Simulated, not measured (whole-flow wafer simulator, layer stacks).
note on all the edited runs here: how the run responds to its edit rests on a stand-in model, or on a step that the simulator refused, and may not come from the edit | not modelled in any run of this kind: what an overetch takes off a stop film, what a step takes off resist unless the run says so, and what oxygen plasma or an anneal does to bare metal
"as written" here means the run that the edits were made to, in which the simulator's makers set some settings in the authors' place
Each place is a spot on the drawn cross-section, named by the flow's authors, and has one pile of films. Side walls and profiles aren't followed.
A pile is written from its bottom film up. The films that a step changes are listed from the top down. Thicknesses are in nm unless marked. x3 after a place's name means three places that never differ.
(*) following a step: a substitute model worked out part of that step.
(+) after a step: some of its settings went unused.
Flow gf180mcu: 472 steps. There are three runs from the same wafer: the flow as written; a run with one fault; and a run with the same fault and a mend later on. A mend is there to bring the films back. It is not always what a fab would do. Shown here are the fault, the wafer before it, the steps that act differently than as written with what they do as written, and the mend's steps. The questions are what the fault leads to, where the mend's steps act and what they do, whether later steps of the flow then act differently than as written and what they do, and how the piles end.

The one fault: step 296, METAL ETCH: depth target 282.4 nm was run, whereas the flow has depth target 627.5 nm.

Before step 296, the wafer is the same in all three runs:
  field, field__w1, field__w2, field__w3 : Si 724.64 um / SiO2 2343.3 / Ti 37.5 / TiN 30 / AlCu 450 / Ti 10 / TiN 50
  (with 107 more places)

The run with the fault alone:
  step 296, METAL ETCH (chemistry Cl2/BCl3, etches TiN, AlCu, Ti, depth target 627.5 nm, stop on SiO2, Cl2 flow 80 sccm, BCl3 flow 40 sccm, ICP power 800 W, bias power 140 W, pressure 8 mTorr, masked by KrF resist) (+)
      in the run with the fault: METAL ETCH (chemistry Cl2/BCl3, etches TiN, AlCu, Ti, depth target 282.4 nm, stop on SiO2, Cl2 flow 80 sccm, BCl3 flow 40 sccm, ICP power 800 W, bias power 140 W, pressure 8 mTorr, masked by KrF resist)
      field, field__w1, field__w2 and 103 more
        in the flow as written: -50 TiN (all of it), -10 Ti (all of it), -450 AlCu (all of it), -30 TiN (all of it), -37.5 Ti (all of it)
        in the run with the fault: -50 TiN (all of it), -10 Ti (all of it), -222.4 AlCu
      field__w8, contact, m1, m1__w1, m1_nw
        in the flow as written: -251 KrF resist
        in the run with the fault: -113 KrF resist
  Steps later in the flow that act otherwise than as written:
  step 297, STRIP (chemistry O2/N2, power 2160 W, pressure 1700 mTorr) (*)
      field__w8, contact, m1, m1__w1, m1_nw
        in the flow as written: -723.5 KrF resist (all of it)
        in the run with the fault: -861.6 KrF resist (all of it)
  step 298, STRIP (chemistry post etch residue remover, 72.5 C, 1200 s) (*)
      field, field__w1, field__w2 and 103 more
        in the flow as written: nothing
        in the run with the fault: -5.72 AlCu
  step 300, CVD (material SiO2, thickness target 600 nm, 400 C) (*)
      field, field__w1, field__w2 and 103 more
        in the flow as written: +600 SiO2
        in the run with the fault: +600 SiO2 (new film)
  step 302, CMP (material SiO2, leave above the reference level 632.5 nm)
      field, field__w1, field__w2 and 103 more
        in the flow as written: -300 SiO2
        in the run with the fault: -589.4 SiO2
  The piles end different from the flow's at field, field__w1, field__w2 and 104 more by more than 2% or 0.5 nm, whichever is larger.
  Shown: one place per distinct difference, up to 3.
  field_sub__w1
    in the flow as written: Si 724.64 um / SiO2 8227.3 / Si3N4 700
    in the run with the fault: Si 724.64 um / SiO2 2343.2 / Ti 37.5 / TiN 30 / AlCu 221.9 / SiO2 5594.6 / Si3N4 700
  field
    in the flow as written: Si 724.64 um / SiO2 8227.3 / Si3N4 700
    in the run with the fault: Si 724.64 um / SiO2 2343.3 / Ti 37.5 / TiN 30 / AlCu 221.9 / SiO2 5594.6 / Si3N4 700
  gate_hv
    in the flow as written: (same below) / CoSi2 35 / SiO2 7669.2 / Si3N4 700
    in the run with the fault: (same below) / CoSi2 35 / SiO2 1785.1 / Ti 37.5 / TiN 30 / AlCu 221.9 / SiO2 5594.6 / Si3N4 700

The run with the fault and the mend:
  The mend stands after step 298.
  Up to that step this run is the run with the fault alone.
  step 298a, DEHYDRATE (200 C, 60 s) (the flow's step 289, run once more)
      alters no film at any place that is followed
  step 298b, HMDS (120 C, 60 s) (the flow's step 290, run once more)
      alters no film at any place that is followed
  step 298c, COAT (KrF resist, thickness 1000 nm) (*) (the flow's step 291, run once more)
      iso_ptap_pw, iso_ntap_nw, iso_nw_fld and 33 more
        +1000 KrF resist (new film)
      field_sub__w2, field_sub__w4, ld_sd_n and 14 more
        +1001.8 KrF resist (new film)
      field__w10, p_well, sti and 10 more
        +1002 KrF resist (new film)
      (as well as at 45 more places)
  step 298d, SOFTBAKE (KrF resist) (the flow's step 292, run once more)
      alters no film at any place that is followed
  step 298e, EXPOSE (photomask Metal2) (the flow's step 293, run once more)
      alters no film at any place that is followed
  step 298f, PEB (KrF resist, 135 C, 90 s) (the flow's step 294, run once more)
      field__w1, field__w2, field__w3 and 59 more
        -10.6 KrF resist
      iso_ptap_pw, iso_ntap_nw, iso_nw_fld and 33 more
        -10.5 KrF resist
      sd_p, gate_p, nw_sep_fld
        -10.7 KrF resist
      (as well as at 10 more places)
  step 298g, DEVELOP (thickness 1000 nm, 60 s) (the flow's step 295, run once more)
      iso_ptap_pw, iso_ntap_nw, iso_nw_fld and 33 more
        -989.5 KrF resist (all of it)
      field__w5, field__w6, field__w9 and 13 more
        -991.3 KrF resist (all of it)
      field_sub, field_sub__w1, p_well and 9 more
        -991.4 KrF resist (all of it)
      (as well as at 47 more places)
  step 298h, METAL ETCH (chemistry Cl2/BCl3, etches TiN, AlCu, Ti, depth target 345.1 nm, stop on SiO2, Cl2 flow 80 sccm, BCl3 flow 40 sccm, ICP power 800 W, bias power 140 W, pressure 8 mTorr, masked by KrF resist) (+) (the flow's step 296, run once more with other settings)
      field, field__w1, field__w2 and 103 more
        -221.9 AlCu (all of it), -30 TiN (all of it), -37.5 Ti (all of it)
      field__w8, contact, m1, m1__w1, m1_nw
        -138 KrF resist
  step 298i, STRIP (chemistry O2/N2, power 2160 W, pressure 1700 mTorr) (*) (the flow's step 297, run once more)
      field__w8
        -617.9 KrF resist (all of it)
      contact
        -616.3 KrF resist (all of it)
      m1
        -617.8 KrF resist (all of it)
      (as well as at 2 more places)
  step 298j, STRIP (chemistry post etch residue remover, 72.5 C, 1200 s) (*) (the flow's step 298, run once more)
      field__w8, contact, m1, m1__w1, m1_nw
        -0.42 TiN
  Every later step of the flow that is run acts as written, at every place that is followed, to within 2% or 0.5 nm, whichever is larger.
  At the end the piles are close to the flow's at the places that both follow, differing by at most 2% or 0.5 nm, whichever is larger.
